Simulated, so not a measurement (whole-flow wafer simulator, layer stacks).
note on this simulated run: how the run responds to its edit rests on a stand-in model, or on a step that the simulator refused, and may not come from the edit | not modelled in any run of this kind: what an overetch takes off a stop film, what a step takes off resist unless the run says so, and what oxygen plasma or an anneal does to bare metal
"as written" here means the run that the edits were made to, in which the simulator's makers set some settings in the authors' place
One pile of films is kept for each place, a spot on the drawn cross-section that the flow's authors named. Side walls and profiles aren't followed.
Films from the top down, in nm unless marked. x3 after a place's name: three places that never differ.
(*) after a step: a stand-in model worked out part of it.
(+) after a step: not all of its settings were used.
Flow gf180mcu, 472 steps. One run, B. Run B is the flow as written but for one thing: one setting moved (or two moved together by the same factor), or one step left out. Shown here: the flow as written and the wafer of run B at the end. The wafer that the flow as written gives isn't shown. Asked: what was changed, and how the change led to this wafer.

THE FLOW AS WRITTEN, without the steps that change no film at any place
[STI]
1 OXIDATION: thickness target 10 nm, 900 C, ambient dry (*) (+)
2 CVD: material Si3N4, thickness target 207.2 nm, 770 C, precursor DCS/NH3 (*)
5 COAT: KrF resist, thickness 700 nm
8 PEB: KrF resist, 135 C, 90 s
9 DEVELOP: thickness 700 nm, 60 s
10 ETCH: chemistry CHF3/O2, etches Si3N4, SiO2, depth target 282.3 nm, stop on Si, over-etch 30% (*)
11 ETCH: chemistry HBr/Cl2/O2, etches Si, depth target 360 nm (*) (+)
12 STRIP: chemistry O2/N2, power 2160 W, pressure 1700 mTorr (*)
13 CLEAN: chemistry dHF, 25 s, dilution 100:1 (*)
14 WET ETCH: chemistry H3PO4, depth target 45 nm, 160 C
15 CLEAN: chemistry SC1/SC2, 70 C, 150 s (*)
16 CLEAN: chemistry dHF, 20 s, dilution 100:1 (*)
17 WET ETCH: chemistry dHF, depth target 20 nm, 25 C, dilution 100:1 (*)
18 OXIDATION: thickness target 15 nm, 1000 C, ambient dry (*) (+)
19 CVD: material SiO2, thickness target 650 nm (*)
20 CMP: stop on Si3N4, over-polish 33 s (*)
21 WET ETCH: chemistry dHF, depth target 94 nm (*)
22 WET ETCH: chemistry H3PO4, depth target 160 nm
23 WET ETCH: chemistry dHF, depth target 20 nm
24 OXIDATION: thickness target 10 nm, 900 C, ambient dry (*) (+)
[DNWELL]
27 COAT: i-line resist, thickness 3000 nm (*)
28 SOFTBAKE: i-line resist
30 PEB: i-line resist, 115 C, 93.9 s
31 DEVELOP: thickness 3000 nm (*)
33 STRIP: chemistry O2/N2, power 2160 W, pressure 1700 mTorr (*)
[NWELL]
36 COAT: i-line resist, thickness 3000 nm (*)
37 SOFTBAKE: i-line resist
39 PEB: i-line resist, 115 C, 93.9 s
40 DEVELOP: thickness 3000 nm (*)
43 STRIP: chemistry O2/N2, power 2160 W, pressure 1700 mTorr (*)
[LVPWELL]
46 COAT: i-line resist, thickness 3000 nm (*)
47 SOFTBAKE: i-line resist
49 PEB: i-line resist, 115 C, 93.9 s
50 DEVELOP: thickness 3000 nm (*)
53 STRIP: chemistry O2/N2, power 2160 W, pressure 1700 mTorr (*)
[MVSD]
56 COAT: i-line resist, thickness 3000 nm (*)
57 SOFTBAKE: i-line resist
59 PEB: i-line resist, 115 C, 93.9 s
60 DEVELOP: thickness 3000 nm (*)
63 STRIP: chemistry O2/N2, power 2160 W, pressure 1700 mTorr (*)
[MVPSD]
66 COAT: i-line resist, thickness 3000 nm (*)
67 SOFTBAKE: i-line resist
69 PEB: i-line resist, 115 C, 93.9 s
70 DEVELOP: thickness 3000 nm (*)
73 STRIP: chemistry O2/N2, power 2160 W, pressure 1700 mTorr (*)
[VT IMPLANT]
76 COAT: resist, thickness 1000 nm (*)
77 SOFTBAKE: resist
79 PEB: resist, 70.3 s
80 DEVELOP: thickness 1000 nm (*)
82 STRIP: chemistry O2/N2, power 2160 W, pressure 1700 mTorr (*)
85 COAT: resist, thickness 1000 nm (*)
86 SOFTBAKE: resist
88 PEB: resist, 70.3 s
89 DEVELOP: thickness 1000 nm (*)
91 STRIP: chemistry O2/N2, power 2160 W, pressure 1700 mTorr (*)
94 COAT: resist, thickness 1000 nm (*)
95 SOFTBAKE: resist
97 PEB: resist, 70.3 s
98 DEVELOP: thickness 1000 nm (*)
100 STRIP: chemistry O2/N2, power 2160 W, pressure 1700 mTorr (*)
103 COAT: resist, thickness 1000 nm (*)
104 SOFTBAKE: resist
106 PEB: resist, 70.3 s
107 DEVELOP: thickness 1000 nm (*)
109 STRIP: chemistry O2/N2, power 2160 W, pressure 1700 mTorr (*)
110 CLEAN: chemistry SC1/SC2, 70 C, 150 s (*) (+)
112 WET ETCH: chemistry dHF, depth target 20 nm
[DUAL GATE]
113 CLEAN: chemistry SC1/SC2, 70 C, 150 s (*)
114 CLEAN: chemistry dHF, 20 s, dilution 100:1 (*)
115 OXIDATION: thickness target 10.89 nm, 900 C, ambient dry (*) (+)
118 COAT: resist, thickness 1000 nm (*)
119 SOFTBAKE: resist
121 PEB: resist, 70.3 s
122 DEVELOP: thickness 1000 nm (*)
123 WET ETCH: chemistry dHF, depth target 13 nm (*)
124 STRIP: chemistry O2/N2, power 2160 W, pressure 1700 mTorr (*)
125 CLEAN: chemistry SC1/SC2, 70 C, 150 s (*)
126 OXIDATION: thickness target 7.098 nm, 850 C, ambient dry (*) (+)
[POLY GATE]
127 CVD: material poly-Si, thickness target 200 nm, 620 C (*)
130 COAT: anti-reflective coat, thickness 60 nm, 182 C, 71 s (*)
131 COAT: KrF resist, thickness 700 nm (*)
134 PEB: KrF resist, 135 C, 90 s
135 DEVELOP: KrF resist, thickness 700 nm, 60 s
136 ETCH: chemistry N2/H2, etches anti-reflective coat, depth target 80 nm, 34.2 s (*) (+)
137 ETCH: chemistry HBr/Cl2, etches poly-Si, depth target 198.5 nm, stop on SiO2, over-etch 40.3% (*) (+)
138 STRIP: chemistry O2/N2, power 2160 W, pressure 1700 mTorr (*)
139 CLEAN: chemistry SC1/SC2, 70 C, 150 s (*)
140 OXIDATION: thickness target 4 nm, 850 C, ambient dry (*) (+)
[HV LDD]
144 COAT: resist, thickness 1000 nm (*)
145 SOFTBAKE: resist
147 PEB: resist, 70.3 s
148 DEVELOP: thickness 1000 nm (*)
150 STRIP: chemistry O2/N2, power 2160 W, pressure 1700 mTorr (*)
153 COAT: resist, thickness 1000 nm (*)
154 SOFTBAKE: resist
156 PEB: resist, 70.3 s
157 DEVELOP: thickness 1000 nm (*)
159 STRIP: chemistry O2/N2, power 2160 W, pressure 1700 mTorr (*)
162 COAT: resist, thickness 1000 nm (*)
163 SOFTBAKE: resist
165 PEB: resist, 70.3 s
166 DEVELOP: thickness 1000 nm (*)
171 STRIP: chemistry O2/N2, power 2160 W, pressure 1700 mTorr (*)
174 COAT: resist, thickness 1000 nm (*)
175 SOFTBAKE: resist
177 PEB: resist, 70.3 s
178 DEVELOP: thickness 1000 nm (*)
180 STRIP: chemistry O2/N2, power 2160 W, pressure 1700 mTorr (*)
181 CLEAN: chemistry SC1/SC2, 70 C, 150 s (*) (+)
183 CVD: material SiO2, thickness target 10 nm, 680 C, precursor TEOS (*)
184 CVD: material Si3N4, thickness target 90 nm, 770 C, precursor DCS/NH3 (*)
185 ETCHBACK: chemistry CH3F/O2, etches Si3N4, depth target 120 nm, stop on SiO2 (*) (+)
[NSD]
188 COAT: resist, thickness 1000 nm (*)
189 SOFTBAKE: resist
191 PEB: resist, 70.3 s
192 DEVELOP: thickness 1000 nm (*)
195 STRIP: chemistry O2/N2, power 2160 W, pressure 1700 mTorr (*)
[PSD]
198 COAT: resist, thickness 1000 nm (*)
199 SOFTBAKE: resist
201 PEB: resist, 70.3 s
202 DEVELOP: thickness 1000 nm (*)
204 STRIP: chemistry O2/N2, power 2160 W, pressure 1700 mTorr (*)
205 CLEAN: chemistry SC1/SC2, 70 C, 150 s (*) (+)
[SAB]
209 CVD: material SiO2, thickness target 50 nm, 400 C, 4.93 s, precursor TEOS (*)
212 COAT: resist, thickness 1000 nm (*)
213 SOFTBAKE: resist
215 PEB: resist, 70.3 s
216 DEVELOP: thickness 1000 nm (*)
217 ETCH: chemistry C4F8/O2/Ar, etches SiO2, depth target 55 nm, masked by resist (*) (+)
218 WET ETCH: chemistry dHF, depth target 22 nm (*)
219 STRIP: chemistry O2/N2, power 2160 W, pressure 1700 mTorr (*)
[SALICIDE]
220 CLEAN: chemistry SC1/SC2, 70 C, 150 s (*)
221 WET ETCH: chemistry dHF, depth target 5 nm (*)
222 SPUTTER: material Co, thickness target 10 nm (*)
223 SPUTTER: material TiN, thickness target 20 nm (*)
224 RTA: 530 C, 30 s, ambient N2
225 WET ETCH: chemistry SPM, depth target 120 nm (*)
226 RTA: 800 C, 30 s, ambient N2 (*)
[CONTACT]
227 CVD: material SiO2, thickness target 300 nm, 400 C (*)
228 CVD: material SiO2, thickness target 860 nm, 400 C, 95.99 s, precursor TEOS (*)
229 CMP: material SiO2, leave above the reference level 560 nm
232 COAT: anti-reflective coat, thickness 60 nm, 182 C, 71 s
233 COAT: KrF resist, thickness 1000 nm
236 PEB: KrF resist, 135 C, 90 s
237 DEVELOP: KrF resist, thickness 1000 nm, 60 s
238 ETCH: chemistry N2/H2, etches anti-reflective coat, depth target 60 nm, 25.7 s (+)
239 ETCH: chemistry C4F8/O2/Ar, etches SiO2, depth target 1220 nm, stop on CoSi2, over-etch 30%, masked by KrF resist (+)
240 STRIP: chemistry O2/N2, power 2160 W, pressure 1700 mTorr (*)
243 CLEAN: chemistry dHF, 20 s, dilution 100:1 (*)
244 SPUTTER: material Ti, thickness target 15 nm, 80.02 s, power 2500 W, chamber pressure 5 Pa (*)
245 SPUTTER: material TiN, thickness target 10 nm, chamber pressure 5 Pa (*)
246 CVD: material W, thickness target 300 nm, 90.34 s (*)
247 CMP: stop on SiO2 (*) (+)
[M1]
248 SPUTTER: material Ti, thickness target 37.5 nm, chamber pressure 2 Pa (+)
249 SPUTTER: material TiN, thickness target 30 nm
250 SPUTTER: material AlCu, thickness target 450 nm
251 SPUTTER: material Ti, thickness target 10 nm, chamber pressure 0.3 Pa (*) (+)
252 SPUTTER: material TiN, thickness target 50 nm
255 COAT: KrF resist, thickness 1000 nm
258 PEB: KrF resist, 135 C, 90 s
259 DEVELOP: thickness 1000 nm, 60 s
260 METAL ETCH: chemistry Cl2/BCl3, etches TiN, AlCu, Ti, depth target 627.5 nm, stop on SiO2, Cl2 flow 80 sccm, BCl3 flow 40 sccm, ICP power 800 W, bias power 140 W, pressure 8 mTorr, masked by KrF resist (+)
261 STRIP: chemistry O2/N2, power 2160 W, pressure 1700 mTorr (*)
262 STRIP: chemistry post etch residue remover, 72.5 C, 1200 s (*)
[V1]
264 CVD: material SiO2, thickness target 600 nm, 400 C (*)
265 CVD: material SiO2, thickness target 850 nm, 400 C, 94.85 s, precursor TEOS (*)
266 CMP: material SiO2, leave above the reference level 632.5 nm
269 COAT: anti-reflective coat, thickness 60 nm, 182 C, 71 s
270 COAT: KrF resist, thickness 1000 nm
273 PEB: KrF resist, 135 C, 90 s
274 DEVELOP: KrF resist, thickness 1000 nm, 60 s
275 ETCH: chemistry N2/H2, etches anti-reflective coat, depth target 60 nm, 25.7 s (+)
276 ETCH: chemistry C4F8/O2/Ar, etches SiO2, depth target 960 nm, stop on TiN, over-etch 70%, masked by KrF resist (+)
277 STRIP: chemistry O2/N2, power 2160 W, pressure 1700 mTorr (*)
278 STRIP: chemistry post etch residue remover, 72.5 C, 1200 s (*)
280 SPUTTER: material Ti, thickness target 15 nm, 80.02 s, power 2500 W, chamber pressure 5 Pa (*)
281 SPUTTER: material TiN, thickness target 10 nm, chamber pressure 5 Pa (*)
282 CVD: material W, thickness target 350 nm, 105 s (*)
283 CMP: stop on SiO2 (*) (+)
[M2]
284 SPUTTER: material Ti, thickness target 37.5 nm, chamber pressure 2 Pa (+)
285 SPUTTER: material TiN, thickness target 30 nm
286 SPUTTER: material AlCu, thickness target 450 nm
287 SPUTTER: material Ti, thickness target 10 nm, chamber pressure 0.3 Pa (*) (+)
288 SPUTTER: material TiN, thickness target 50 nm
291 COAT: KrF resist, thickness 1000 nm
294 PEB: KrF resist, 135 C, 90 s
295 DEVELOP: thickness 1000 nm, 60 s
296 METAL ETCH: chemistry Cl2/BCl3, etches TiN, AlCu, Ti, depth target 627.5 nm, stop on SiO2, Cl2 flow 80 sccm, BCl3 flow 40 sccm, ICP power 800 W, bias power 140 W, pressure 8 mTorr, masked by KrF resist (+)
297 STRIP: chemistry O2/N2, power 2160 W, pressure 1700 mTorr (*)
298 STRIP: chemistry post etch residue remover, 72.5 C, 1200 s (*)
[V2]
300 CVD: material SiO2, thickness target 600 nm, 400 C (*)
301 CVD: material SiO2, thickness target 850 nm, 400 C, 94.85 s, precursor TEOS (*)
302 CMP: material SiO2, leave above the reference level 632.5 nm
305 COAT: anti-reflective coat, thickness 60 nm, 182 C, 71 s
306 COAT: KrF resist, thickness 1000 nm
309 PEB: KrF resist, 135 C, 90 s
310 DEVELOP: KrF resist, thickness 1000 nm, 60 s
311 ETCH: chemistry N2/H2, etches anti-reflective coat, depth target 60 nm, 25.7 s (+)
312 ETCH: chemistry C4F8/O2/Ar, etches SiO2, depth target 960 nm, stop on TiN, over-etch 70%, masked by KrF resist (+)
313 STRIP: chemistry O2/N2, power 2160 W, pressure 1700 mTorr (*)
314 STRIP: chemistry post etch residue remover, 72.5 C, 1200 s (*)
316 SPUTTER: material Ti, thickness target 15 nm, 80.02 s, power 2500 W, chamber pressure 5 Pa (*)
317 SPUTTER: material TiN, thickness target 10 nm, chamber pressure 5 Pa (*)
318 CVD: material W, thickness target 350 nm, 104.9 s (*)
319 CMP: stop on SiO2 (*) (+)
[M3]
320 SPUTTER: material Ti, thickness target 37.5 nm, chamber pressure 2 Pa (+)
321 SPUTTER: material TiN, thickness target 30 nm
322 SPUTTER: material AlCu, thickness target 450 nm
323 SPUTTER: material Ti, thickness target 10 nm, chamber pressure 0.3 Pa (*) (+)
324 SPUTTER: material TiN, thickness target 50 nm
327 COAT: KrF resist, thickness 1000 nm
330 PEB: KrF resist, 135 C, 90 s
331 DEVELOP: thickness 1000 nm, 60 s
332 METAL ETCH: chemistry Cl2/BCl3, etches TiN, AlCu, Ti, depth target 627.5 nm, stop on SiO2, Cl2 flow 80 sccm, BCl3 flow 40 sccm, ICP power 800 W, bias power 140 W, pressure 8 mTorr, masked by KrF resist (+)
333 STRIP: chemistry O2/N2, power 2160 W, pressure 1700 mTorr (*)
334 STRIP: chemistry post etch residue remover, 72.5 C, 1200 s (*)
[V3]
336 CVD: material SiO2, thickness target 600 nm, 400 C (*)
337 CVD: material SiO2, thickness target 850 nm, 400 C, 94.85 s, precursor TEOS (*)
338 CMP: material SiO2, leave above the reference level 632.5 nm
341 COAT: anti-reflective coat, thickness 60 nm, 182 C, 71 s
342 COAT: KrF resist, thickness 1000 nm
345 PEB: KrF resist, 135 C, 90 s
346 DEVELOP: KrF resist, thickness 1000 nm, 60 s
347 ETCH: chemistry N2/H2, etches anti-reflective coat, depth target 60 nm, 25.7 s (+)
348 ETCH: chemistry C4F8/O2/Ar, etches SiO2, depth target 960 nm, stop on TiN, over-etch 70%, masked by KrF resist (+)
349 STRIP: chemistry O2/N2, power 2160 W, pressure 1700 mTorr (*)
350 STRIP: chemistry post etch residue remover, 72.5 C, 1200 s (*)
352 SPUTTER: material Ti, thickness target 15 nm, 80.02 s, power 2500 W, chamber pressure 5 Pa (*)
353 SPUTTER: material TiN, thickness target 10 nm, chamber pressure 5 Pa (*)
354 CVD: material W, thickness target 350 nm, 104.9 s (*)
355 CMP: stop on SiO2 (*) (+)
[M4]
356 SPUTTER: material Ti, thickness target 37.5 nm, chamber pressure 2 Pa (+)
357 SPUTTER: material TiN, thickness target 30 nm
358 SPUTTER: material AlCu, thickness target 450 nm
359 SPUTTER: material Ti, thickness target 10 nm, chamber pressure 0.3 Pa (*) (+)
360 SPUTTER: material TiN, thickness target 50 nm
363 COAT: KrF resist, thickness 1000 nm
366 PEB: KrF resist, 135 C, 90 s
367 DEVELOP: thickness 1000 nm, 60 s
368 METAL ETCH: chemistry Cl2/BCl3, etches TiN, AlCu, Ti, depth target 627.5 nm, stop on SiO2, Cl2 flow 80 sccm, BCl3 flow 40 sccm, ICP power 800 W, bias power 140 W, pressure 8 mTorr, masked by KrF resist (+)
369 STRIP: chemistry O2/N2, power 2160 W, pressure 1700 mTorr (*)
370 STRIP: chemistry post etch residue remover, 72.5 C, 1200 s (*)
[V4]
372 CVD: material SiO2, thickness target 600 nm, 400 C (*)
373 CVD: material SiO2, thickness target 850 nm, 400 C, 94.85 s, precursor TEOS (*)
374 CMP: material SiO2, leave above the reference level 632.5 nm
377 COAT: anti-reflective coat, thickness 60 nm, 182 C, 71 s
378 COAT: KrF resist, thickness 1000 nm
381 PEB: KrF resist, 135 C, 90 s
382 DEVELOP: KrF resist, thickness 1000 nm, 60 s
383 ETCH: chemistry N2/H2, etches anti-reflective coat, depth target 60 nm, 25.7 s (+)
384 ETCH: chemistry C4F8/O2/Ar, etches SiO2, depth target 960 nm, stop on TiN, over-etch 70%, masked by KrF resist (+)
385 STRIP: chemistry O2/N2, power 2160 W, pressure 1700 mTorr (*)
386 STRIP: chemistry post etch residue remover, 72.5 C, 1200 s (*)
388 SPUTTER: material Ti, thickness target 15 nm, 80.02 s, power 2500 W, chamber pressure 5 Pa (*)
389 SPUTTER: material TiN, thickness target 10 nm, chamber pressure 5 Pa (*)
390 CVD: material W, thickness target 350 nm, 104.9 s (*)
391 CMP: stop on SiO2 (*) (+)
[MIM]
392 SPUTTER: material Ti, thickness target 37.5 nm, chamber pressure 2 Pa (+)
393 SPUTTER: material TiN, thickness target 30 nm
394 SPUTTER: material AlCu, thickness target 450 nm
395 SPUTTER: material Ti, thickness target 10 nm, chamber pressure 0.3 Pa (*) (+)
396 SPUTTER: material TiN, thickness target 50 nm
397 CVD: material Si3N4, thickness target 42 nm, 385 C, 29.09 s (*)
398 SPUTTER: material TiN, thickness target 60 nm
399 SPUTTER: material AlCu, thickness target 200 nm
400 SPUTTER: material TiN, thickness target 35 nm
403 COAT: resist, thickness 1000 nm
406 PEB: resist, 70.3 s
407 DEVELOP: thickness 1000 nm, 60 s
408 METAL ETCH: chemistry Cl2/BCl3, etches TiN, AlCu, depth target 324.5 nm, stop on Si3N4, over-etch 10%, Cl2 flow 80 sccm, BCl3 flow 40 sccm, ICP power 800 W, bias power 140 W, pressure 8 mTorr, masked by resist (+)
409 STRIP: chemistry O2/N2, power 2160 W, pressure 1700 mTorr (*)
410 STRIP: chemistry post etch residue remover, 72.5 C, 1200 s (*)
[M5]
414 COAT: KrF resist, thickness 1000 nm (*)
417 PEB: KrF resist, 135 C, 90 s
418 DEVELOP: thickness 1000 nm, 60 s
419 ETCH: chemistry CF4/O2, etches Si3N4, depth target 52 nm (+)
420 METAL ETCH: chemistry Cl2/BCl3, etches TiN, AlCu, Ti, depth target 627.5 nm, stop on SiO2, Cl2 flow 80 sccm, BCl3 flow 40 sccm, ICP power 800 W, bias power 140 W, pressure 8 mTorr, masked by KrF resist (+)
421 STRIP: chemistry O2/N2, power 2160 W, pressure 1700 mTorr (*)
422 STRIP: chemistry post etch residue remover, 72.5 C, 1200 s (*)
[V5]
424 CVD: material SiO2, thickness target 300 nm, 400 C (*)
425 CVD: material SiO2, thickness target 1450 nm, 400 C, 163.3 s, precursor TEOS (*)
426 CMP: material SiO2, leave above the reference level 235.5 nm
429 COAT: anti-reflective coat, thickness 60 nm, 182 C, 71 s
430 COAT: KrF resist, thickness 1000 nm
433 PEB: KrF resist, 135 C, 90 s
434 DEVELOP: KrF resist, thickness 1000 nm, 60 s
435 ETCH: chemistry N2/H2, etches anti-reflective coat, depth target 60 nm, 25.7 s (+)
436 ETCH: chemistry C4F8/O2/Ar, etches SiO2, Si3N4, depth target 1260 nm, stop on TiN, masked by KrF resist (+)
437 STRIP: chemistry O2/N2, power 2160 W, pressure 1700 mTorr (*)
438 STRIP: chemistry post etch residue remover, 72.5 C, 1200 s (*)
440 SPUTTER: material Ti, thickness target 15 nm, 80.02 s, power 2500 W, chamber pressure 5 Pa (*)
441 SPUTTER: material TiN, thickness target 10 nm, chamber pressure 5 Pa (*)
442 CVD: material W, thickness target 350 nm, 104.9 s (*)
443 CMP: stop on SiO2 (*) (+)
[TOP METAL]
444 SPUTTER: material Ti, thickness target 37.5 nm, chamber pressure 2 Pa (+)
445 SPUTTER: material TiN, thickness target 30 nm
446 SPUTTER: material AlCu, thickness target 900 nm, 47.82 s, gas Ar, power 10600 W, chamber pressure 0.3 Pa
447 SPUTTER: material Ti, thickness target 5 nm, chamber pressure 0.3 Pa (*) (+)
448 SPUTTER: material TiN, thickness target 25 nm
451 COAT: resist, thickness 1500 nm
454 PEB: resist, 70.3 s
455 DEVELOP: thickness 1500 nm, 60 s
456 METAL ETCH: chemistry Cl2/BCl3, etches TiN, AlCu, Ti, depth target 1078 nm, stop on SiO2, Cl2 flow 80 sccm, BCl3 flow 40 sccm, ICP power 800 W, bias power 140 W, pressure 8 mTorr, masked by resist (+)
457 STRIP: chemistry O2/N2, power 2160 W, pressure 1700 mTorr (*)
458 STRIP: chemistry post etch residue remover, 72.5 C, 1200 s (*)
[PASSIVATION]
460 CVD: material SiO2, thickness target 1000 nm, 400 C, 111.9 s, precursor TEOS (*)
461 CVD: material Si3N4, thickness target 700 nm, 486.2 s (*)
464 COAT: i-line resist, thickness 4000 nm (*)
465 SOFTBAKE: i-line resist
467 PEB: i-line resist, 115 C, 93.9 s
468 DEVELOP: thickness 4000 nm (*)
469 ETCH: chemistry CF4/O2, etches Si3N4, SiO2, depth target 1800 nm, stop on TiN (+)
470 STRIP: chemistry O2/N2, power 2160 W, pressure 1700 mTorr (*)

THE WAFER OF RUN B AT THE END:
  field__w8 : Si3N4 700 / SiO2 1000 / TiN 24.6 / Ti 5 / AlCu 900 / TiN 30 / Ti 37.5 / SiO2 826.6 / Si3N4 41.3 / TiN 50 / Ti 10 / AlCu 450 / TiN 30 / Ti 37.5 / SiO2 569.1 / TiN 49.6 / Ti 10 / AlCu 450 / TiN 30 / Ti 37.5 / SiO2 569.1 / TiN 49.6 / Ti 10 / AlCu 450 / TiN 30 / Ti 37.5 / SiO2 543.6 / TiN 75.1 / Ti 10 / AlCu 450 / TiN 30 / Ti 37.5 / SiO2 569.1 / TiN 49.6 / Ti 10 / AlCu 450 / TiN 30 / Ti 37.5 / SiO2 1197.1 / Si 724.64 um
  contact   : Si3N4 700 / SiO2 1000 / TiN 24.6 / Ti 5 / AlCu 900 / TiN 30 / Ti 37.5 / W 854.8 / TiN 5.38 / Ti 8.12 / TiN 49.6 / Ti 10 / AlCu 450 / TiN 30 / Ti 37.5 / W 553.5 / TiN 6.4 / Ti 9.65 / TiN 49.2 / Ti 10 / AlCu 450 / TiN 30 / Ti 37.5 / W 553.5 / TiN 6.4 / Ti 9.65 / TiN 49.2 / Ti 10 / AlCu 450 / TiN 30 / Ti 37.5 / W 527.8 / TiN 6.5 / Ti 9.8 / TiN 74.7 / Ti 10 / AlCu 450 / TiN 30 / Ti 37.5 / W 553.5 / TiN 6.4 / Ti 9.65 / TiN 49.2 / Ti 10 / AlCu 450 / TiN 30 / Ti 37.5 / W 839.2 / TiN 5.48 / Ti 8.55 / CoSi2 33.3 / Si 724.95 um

The cause: step 288, SPUTTER: thickness target 75.5 nm was run, where the flow has thickness target 50 nm.

How the change led to this, step by step:
  288 SPUTTER: material TiN, thickness target 50 nm
      field, field__w1, field__w2 and 108 more: TiN +75.5 (new film) (as written it would be: TiN +50 (new film))
  296 METAL ETCH: chemistry Cl2/BCl3, etches TiN, AlCu, Ti, depth target 627.5 nm, stop on SiO2, Cl2 flow 80 sccm, BCl3 flow 40 sccm, ICP power 800 W, bias power 140 W, pressure 8 mTorr, masked by KrF resist (+)
      field, field__w1, field__w2 and 103 more: TiN -75.5 (all of it), Ti -10 (all of it), AlCu -450 (all of it), TiN -30 (all of it), Ti -37.5 (all of it) (as written it would be: TiN -50 (all of it), Ti -10 (all of it), AlCu -450 (all of it), TiN -30 (all of it), Ti -37.5 (all of it))
  302 CMP: material SiO2, leave above the reference level 632.5 nm
      field__w8, contact, m1, m1__w1, m1_nw: SiO2 -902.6 (as written it would be: SiO2 -877.1)
  312 ETCH: chemistry C4F8/O2/Ar, etches SiO2, depth target 960 nm, stop on TiN, over-etch 70%, masked by KrF resist (+)
      field, field__w1, field__w2 and 107 more: KrF resist -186 (as written it would be: KrF resist -192)
      contact: SiO2 -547 (all of it) (as written it would be: SiO2 -572.5 (all of it))
  318 CVD: material W, thickness target 350 nm, 104.9 s (*)
      contact: W +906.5 (new film) (as written it would be: W +932.3 (new film))
